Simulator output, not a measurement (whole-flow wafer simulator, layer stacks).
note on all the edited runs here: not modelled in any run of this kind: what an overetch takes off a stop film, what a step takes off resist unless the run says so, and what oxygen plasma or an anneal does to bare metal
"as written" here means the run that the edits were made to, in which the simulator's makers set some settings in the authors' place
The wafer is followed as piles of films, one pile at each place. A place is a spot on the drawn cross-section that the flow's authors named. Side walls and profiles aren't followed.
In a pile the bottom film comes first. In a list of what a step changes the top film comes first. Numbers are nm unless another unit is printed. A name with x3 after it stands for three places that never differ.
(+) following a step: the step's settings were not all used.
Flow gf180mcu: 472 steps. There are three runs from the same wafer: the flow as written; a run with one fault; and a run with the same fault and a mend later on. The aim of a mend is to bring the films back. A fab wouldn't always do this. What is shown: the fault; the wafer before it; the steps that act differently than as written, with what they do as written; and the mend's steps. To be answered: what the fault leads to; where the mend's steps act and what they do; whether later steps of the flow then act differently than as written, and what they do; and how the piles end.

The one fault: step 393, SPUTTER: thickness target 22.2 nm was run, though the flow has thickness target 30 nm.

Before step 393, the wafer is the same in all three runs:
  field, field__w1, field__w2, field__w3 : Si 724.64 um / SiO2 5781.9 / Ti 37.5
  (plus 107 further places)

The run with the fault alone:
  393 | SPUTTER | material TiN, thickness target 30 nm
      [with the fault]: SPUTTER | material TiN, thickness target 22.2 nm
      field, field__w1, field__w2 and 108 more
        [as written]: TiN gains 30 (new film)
        [with the fault]: TiN gains 22.2 (new film)
  Later steps of the flow acting differently than as written (not shown: 1 more step that differs only slightly, by at most 2% or 0.5 nm, whichever is larger):
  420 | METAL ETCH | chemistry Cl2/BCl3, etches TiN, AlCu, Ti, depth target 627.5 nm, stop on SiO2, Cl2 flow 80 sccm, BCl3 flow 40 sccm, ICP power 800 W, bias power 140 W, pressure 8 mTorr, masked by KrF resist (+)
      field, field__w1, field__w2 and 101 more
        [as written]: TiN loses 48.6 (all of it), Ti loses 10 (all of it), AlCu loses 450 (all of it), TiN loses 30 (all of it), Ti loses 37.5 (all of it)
        [with the fault]: TiN loses 48.6 (all of it), Ti loses 10 (all of it), AlCu loses 450 (all of it), TiN loses 22.2 (all of it), Ti loses 37.5 (all of it)
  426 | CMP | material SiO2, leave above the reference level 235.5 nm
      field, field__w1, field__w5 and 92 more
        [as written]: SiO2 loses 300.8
        [with the fault]: SiO2 loses 308.6
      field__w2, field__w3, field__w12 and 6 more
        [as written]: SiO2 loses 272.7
        [with the fault]: SiO2 loses 280.8
  At field__w4, field__w8, contact, m1, m1__w1, mim, mim_1p0, m1_nw, the piles at the end differ from the flow's by more than 2% or 0.5 nm, whichever is larger.
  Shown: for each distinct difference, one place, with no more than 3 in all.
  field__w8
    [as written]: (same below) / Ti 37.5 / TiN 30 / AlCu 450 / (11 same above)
    [with the fault]: (same below) / Ti 37.5 / TiN 22.2 / AlCu 450 / (11 same above)
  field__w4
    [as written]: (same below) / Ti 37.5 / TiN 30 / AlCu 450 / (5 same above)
    [with the fault]: (same below) / Ti 37.5 / TiN 22.2 / AlCu 450 / (5 same above)
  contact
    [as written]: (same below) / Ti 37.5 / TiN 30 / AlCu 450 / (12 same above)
    [with the fault]: (same below) / Ti 37.5 / TiN 22.2 / AlCu 450 / (12 same above)

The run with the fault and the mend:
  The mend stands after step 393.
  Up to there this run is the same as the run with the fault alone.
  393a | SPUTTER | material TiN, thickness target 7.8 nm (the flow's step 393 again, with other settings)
      field, field__w1, field__w2 and 108 more
        TiN gains 7.8
  Later steps of the flow that are run all act as written at every place that is followed.
  By the end, the piles equal the flow's at every place that both follow.
